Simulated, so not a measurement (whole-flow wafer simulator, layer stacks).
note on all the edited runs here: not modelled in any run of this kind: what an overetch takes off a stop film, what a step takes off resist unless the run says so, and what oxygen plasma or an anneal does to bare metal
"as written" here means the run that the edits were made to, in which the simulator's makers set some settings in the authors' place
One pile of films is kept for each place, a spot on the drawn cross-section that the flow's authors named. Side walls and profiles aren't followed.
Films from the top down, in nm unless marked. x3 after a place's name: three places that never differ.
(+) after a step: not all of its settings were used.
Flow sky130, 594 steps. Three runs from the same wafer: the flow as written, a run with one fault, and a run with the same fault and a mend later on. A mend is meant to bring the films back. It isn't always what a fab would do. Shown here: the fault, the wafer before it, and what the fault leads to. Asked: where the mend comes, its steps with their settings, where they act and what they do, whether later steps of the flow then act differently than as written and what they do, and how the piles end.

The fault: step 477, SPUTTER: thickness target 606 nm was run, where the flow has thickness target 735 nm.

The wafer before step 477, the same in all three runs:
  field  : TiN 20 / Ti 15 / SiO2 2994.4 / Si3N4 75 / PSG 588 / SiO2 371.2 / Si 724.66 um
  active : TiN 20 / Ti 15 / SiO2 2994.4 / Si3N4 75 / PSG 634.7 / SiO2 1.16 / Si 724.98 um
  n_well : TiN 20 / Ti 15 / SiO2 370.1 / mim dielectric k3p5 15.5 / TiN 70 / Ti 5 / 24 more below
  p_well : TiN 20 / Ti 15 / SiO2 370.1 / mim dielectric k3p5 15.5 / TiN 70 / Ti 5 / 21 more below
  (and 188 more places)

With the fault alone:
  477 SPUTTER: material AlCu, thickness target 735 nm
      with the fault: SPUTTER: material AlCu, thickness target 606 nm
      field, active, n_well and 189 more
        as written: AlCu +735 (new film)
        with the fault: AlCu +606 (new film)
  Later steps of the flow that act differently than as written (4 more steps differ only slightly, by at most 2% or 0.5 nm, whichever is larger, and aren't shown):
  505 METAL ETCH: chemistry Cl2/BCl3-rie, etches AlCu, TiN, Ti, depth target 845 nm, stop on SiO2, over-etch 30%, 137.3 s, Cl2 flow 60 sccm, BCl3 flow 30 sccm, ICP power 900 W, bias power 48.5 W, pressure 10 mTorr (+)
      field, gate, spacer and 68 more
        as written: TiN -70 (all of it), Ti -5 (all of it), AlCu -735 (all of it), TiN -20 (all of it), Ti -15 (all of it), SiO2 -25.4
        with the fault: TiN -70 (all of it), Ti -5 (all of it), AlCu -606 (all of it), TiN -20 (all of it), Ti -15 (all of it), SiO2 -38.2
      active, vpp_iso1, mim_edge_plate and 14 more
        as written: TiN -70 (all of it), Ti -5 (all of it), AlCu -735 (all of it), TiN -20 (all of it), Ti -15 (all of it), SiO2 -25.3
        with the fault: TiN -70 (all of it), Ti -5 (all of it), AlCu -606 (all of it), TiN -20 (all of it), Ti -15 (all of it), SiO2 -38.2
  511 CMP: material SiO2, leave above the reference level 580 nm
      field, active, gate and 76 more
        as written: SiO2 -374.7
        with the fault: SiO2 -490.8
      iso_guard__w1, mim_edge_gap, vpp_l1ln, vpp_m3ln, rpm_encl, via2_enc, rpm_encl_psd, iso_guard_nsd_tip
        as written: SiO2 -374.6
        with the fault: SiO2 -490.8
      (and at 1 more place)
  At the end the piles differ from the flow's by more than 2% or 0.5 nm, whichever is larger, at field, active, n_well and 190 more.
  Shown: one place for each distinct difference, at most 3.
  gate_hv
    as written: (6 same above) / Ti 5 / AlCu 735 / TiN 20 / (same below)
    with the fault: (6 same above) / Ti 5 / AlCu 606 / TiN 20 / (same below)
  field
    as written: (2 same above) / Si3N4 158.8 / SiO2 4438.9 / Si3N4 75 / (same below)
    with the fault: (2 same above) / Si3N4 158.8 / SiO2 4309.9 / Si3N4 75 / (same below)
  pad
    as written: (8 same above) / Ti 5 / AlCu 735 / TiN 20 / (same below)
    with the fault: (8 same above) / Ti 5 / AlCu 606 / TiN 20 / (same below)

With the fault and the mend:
  The mend comes after step 477.
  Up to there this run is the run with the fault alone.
  477a SPUTTER: material AlCu, thickness target 129 nm (the flow's step 477 once more, with other settings)
      field, active, n_well and 189 more
        AlCu +129
  No later step of the flow acts differently than as written at any place that is followed.
  At the end the piles are the same as the flow's at every place that both follow.
